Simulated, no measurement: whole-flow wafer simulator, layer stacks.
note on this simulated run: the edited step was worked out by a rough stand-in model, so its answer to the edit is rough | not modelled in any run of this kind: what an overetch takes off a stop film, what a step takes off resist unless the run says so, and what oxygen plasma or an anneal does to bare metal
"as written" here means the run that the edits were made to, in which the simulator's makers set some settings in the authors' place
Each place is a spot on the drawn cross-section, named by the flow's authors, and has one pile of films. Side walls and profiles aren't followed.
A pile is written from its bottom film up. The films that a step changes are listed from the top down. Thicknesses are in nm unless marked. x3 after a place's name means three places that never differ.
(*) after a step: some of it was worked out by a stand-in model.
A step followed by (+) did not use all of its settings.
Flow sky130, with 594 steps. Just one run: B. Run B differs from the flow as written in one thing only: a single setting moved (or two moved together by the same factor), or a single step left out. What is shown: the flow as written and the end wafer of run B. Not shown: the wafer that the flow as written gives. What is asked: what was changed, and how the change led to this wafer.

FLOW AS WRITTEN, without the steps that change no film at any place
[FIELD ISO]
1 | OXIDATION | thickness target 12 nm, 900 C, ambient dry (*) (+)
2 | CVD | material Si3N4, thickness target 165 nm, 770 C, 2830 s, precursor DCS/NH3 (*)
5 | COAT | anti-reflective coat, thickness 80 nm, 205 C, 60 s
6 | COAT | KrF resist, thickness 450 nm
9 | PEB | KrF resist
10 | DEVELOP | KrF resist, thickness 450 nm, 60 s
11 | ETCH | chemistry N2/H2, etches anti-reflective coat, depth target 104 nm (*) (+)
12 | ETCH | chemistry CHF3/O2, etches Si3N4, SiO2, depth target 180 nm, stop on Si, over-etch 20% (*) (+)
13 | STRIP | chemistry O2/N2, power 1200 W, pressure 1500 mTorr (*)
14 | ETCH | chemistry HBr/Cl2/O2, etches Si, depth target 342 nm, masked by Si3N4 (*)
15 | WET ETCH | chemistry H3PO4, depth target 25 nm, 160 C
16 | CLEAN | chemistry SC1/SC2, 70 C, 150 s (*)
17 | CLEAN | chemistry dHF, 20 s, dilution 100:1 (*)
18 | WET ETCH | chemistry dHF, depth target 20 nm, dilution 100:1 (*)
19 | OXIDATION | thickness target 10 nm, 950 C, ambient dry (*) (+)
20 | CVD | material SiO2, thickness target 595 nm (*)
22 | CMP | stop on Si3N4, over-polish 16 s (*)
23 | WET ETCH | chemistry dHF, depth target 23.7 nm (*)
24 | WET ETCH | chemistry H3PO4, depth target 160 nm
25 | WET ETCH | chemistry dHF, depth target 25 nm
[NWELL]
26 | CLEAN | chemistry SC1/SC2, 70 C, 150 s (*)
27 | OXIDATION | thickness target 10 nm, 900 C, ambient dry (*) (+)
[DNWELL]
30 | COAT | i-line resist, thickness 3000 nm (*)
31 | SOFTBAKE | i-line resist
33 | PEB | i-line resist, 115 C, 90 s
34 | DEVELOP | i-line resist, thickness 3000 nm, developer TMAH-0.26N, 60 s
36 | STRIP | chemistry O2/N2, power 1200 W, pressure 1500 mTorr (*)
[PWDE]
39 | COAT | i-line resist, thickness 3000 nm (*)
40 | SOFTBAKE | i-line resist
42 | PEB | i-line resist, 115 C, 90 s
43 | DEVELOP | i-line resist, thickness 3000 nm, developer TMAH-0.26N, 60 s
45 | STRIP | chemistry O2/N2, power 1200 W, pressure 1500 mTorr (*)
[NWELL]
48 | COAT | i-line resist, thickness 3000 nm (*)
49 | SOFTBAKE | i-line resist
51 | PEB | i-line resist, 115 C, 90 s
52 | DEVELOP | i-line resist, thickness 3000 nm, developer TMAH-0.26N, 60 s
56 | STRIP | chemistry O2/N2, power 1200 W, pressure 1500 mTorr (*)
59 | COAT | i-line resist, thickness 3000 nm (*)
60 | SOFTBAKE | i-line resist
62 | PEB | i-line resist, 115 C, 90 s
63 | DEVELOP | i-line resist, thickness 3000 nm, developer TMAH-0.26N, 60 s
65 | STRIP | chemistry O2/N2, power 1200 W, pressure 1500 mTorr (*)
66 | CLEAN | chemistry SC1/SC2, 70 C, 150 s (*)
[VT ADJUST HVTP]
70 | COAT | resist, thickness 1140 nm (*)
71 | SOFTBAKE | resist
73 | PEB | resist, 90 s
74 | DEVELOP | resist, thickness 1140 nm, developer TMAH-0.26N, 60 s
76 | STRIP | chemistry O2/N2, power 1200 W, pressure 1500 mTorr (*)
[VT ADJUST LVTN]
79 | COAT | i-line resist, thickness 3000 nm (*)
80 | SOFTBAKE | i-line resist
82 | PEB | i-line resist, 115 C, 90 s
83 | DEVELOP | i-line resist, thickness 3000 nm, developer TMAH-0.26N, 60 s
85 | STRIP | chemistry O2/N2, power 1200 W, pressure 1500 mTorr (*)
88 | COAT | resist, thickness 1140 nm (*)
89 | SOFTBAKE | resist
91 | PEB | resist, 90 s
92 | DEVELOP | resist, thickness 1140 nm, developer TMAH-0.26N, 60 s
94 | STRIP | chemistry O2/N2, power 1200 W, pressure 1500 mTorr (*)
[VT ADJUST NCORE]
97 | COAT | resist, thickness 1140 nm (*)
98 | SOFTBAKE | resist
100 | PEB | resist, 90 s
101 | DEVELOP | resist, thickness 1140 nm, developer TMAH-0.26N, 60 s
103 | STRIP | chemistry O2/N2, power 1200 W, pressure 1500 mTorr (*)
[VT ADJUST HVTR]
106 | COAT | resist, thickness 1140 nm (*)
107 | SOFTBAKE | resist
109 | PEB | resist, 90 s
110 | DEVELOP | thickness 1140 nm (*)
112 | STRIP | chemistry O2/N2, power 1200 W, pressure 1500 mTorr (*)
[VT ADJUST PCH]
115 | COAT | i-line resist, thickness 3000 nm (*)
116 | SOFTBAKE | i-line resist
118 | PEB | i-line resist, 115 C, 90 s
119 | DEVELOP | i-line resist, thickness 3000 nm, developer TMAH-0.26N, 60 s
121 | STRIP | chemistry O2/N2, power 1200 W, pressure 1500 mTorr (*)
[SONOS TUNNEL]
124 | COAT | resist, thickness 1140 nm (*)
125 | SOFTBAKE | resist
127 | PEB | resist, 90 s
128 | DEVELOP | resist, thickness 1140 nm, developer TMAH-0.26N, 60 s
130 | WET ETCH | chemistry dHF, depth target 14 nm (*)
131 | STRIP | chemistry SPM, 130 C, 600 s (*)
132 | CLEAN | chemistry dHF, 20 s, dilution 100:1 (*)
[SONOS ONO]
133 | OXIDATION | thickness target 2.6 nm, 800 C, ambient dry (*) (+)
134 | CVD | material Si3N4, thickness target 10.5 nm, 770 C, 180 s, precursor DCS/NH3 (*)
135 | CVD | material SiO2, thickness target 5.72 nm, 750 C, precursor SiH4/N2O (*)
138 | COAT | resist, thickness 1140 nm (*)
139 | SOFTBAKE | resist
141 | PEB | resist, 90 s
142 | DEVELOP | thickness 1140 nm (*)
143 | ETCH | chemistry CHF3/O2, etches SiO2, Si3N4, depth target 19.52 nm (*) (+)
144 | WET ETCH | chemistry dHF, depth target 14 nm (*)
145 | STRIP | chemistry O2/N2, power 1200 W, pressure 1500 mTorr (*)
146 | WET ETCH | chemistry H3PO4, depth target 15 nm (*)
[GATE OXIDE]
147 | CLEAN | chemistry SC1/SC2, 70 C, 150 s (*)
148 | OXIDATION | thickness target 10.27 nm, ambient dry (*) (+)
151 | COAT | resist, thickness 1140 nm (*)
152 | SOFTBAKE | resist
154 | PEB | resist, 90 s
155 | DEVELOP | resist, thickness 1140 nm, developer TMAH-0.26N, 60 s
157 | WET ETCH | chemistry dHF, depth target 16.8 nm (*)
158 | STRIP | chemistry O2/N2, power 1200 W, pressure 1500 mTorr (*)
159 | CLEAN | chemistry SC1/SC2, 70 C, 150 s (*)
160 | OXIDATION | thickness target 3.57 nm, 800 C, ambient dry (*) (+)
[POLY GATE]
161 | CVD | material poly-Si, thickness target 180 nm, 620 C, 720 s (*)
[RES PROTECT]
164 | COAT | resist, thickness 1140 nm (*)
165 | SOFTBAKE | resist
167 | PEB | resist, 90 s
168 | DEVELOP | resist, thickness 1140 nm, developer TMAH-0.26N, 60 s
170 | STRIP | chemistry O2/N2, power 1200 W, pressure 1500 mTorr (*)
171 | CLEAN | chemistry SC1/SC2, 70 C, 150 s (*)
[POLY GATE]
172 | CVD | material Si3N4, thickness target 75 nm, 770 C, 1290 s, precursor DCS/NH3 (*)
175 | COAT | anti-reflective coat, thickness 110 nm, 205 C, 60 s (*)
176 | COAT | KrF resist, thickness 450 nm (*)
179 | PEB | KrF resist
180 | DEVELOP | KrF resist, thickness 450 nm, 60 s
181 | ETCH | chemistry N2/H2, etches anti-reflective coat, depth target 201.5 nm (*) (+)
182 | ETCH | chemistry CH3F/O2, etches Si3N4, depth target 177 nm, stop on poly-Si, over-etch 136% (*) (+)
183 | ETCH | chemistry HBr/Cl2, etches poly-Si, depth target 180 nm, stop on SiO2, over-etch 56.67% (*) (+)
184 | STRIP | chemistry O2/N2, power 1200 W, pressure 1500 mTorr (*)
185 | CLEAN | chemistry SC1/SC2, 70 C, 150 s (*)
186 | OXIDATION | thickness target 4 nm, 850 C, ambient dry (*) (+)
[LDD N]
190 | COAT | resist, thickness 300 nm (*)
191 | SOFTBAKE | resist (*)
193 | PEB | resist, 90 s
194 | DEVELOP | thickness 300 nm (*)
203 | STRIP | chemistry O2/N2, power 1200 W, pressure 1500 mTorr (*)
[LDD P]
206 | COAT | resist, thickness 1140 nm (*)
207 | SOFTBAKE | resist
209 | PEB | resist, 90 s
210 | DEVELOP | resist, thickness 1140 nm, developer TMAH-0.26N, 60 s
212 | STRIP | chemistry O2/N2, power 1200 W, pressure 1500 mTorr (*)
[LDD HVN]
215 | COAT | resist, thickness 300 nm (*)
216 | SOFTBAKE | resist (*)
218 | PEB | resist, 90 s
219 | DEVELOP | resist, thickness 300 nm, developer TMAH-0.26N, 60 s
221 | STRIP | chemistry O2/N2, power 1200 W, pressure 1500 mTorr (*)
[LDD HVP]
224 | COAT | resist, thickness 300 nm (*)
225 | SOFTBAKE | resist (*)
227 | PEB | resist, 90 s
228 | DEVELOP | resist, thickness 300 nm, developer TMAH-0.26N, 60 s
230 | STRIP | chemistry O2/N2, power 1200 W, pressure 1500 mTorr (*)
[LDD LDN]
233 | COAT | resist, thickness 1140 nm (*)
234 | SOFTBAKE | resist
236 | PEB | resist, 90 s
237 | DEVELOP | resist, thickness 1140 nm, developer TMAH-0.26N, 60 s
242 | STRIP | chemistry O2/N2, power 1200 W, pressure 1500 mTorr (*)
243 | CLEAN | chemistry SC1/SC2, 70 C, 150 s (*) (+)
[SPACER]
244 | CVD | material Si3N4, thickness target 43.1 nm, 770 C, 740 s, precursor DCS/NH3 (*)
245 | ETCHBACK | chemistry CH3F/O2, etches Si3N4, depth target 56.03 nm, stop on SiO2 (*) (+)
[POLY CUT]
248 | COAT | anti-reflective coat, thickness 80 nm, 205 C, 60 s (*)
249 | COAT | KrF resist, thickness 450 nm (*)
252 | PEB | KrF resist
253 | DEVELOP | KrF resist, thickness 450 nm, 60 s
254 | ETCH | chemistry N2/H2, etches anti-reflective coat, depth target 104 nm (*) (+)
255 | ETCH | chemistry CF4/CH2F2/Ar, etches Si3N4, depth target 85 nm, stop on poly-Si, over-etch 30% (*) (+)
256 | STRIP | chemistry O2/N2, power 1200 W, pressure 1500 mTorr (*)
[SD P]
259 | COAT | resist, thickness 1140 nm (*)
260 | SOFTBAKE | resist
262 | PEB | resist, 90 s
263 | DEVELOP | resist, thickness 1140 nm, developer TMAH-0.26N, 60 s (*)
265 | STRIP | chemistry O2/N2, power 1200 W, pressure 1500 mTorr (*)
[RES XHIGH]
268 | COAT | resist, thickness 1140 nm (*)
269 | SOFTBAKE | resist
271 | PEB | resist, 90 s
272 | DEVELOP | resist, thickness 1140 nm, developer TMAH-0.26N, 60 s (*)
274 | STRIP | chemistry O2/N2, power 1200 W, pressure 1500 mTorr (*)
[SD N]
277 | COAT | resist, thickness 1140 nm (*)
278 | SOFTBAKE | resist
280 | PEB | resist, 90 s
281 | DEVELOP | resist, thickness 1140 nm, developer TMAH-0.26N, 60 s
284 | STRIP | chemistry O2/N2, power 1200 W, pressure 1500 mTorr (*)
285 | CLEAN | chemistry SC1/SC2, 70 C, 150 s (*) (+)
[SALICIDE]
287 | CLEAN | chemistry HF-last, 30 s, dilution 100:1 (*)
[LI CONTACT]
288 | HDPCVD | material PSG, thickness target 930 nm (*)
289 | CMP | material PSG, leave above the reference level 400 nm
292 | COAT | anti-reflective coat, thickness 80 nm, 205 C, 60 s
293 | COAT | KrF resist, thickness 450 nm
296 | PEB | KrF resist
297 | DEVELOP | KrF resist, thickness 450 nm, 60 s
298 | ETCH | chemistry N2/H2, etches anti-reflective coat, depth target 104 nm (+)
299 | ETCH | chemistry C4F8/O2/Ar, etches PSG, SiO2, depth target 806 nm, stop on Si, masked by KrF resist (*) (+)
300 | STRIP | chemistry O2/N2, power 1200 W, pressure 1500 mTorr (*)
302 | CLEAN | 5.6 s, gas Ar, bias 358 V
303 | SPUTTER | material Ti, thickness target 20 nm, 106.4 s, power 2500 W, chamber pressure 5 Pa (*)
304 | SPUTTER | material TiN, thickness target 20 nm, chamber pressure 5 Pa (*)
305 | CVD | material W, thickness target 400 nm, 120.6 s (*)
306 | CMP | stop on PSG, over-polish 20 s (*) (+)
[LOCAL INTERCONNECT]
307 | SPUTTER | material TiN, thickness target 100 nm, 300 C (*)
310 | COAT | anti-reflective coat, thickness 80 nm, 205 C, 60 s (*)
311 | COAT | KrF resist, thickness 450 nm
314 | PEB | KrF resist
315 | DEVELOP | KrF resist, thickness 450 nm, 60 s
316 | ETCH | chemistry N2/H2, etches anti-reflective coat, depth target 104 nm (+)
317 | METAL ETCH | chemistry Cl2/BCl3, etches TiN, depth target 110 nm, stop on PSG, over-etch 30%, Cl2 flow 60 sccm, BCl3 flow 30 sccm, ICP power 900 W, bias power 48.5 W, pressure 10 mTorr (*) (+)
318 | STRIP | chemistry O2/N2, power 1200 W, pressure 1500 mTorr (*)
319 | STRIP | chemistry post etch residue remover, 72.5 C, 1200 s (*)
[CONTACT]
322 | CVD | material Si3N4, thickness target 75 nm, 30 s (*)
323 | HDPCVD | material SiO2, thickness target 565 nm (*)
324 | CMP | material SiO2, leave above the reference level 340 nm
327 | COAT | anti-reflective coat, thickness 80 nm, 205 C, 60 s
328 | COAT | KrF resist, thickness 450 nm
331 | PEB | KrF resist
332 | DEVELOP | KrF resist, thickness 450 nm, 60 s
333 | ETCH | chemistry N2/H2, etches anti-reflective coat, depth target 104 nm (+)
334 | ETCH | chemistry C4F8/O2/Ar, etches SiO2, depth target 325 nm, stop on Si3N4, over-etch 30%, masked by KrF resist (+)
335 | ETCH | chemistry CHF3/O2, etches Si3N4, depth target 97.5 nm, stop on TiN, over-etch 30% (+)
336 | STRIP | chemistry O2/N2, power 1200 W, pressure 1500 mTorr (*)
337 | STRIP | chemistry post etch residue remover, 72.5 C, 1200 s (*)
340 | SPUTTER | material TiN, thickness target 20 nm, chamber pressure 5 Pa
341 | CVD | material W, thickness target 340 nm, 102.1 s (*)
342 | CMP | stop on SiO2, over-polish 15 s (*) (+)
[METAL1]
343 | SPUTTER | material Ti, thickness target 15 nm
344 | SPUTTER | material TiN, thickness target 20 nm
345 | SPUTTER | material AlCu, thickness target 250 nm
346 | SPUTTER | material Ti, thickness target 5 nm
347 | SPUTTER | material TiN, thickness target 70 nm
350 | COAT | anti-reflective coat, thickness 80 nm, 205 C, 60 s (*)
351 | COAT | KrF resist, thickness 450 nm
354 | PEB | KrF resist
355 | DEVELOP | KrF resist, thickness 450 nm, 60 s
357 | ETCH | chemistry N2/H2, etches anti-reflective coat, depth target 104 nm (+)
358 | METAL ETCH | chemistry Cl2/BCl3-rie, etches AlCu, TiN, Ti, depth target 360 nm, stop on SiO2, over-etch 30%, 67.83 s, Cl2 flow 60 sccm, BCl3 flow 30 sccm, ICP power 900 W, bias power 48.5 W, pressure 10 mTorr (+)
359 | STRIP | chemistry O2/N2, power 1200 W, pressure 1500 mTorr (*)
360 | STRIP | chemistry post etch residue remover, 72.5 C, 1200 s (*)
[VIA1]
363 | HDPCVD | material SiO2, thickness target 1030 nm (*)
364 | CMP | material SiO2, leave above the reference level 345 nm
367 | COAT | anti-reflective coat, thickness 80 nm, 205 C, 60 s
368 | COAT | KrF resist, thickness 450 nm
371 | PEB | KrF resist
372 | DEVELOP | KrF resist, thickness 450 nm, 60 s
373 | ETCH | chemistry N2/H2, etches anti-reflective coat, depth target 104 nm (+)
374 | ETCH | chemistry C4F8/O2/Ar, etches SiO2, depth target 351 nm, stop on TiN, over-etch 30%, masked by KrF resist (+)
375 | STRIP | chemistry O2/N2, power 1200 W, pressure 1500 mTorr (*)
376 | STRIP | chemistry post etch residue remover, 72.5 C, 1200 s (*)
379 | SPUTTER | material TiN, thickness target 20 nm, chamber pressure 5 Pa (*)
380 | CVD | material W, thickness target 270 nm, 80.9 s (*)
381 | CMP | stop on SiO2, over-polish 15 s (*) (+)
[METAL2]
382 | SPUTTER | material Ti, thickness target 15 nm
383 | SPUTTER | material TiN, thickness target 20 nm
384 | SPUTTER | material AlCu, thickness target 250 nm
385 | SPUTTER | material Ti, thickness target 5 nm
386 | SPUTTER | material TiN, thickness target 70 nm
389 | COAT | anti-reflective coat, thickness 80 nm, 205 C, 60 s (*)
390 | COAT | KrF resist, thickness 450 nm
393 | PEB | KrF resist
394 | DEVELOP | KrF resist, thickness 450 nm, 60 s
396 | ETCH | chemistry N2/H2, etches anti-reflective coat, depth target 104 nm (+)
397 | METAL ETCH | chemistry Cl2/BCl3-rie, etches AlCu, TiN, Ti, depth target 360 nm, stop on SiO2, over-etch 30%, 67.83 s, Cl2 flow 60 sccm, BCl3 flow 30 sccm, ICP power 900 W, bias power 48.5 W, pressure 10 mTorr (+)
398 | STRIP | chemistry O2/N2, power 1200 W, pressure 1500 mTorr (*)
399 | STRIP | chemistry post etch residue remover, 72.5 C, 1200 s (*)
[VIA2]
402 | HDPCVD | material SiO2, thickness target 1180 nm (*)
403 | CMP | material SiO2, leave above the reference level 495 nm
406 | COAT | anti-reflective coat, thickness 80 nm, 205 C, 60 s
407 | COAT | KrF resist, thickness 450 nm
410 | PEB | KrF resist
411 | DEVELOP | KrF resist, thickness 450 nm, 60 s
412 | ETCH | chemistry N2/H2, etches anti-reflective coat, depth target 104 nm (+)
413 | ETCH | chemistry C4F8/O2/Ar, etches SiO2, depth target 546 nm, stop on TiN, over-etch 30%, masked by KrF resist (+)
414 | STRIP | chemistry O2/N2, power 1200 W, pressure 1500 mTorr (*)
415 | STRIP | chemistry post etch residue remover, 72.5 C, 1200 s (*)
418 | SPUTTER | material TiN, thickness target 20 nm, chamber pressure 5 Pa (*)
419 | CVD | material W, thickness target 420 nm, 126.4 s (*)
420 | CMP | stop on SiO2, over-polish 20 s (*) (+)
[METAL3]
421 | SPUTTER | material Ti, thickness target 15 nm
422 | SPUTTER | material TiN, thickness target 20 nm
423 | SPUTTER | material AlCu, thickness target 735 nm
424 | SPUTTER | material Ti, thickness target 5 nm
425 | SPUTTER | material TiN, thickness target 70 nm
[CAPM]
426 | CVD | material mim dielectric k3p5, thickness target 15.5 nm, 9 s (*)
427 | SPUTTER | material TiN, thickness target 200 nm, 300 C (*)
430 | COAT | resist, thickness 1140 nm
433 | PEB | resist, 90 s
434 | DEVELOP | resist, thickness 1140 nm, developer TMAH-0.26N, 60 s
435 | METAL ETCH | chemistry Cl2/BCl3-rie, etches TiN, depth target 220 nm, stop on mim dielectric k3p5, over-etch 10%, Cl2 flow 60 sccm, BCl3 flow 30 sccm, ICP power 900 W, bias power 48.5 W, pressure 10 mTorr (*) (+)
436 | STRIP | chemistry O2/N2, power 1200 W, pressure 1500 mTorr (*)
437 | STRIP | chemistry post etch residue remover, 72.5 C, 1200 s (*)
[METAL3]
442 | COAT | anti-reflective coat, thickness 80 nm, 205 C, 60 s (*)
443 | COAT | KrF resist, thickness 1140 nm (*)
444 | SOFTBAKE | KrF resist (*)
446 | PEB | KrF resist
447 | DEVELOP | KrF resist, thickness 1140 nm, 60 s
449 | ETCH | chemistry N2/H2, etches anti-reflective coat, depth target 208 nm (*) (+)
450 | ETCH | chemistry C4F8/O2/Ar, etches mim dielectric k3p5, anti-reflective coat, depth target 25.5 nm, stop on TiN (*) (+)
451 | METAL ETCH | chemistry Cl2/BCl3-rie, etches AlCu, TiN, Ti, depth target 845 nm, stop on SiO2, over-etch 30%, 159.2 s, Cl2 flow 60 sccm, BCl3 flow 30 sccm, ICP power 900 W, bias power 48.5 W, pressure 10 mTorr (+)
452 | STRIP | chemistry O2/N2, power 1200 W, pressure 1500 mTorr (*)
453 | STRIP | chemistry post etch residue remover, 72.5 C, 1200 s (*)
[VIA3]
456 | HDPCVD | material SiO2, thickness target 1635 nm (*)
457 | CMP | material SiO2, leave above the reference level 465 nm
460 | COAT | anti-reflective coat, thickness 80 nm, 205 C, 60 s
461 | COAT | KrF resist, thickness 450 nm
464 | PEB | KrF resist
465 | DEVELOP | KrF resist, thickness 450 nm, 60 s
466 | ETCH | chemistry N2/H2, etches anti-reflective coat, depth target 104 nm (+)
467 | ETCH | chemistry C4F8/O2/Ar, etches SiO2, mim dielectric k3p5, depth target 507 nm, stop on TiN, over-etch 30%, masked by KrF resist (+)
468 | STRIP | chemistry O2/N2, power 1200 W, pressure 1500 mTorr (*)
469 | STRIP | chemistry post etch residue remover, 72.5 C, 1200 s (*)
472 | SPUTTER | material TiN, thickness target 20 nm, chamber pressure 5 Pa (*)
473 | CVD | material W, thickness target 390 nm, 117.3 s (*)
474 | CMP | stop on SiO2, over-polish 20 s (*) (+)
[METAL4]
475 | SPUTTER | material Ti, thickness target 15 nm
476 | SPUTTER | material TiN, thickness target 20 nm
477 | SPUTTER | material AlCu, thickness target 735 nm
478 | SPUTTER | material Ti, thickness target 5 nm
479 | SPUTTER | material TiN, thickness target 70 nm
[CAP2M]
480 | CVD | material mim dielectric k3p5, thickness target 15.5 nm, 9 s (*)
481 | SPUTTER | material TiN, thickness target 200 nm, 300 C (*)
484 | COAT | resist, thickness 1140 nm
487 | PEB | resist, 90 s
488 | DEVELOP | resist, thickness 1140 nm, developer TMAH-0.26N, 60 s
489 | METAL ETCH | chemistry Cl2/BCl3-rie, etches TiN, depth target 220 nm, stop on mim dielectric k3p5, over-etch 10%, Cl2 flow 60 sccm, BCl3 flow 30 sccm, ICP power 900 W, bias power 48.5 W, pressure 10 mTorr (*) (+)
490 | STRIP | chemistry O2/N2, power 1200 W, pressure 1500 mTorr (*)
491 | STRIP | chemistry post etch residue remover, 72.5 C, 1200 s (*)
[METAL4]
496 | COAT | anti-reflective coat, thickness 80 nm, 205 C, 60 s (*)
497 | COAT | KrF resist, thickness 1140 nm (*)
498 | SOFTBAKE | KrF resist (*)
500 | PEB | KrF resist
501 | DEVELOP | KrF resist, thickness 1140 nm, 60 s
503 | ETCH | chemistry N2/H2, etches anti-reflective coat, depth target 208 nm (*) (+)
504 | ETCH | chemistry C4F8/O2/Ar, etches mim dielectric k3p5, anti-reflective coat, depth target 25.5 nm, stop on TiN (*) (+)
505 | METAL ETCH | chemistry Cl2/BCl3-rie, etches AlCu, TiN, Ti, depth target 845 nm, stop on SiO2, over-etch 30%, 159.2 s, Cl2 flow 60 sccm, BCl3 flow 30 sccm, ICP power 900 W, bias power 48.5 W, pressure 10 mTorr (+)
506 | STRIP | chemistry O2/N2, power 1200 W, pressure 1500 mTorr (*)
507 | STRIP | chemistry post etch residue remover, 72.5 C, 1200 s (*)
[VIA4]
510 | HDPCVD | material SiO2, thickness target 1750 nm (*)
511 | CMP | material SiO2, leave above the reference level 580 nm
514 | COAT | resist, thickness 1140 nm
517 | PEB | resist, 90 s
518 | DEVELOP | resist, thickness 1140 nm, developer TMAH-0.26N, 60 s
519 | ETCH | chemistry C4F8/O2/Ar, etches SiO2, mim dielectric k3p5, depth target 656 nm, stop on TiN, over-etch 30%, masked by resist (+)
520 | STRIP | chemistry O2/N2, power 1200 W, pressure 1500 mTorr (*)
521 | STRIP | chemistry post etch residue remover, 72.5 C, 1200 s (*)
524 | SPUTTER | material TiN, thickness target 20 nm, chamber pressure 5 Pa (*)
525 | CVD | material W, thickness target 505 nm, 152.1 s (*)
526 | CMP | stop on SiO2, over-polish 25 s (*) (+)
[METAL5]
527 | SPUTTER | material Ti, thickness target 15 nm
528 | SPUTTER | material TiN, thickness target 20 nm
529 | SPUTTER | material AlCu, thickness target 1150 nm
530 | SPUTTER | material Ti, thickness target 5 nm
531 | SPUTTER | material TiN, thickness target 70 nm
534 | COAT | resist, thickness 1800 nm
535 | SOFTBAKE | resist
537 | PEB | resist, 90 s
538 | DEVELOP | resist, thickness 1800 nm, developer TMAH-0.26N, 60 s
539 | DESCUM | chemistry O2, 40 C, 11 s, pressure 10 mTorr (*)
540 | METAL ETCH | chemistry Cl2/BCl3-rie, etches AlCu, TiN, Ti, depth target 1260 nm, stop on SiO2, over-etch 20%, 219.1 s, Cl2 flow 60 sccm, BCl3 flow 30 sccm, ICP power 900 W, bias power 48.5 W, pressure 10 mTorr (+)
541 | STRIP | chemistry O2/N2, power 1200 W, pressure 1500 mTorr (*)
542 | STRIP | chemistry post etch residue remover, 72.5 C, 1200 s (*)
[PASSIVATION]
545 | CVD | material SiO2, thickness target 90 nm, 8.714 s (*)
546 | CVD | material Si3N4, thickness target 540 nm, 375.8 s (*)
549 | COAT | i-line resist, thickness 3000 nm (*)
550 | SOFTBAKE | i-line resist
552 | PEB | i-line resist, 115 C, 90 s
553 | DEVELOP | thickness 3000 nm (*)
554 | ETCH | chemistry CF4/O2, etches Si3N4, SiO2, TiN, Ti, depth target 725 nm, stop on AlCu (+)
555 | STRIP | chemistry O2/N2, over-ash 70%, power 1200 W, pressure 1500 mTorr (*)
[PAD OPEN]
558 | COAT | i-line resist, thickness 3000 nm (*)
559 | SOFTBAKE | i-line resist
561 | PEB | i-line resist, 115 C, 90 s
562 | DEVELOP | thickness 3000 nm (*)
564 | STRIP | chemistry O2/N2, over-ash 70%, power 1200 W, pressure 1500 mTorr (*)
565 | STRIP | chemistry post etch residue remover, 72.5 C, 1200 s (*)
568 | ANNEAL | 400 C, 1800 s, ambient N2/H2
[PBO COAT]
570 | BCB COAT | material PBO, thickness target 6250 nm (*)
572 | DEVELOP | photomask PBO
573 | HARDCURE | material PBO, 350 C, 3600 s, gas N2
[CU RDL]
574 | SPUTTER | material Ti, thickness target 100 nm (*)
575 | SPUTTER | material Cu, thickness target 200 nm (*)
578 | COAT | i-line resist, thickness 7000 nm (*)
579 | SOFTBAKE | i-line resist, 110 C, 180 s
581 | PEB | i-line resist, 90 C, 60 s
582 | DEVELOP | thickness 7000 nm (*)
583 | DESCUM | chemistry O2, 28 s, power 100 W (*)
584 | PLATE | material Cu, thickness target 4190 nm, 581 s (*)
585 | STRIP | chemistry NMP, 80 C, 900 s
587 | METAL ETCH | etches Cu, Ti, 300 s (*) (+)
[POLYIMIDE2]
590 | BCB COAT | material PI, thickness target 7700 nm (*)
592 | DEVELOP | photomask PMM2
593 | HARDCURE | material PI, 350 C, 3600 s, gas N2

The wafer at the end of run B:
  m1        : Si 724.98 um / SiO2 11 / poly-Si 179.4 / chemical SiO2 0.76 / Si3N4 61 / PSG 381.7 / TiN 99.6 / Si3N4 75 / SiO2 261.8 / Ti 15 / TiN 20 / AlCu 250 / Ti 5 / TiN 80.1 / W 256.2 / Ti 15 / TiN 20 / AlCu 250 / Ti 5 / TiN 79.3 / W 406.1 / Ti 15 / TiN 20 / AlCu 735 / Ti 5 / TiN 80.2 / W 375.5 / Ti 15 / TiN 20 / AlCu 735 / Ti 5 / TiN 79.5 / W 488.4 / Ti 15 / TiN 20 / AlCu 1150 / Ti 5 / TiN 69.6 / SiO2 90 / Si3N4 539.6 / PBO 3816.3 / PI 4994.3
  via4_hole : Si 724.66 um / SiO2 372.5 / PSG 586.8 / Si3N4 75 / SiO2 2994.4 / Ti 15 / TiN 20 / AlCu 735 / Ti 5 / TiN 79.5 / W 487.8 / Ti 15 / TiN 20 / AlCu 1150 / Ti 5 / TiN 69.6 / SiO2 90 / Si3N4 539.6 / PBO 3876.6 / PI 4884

The reason: step 524, SPUTTER: thickness target 13 nm was run, while the flow as written has thickness target 20 nm.

Step by step, how the change led to this:
  524 | SPUTTER | material TiN, thickness target 20 nm, chamber pressure 5 Pa (*)
      field, active, n_well and 188 more: +13 TiN (new film) (as written it would have been: +20 TiN (new film))
      m1, via4_hole: +9.92 TiN (as written it would have been: +15.3 TiN)
  526 | CMP | stop on SiO2, over-polish 25 s (*) (+)
      field, active, n_well and 188 more: -505 W (all of it), -13 TiN (all of it), -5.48 SiO2 (as written it would have been: -505 W (all of it), -20 TiN (all of it), -5.48 SiO2)
